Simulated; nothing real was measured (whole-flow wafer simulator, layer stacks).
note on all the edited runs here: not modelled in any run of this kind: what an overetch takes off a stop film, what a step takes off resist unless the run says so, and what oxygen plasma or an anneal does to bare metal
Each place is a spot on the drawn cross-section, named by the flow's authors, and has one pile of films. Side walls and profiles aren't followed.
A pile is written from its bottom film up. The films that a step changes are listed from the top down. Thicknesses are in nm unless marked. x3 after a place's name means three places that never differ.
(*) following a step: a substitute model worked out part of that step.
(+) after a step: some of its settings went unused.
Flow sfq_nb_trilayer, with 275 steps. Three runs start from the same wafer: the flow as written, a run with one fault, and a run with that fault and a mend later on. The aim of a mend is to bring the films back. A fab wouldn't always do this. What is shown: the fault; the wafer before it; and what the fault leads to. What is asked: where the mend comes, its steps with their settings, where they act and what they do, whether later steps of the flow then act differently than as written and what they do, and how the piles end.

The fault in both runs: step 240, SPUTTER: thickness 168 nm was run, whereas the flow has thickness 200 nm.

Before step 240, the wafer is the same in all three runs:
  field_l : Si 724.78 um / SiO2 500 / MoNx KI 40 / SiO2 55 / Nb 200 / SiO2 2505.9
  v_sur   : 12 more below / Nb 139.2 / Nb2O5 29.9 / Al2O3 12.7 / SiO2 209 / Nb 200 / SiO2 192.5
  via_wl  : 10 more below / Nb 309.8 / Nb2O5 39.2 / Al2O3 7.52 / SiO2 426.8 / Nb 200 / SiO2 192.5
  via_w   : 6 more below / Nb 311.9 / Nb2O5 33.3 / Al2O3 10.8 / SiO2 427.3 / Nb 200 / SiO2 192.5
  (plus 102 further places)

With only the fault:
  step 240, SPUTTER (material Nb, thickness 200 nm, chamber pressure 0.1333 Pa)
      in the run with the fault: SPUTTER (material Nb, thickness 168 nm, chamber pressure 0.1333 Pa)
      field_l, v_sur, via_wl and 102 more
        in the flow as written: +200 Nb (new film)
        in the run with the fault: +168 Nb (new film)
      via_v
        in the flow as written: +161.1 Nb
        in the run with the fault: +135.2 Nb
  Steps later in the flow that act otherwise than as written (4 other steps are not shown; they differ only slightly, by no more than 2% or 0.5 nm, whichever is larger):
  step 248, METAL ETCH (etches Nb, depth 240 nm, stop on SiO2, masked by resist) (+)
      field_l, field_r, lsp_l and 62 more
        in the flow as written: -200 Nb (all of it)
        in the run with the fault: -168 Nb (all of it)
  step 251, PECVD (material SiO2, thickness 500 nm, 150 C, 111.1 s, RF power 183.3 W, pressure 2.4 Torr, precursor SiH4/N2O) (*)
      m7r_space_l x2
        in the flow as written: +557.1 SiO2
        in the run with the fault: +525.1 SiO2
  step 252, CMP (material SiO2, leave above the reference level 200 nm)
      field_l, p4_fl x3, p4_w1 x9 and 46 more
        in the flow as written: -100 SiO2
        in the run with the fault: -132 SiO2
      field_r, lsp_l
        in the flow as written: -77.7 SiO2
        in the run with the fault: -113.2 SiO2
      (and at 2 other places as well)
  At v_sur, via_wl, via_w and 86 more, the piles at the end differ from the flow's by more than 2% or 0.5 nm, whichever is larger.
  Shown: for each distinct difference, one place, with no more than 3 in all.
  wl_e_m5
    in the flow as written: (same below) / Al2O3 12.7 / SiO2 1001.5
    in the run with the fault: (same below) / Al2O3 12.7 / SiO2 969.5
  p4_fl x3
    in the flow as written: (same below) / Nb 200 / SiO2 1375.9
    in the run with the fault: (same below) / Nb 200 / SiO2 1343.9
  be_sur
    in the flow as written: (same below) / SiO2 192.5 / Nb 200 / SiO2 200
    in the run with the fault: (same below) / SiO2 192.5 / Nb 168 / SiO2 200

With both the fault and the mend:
  After step 240 comes the mend.
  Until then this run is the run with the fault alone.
  step 240a, SPUTTER (material Nb, thickness 32 nm, chamber pressure 0.1333 Pa) (the flow's step 240, run once more with other settings)
      field_l, v_sur, via_wl and 102 more
        +32 Nb
      via_v
        +23.2 Nb
  None of the later steps of the flow differs from how it acts as written, at any place that is followed, by more than 2% or 0.5 nm, whichever is larger.
  The piles end only slightly different from the flow's at the places that both follow, by no more than 2% or 0.5 nm, whichever is larger.
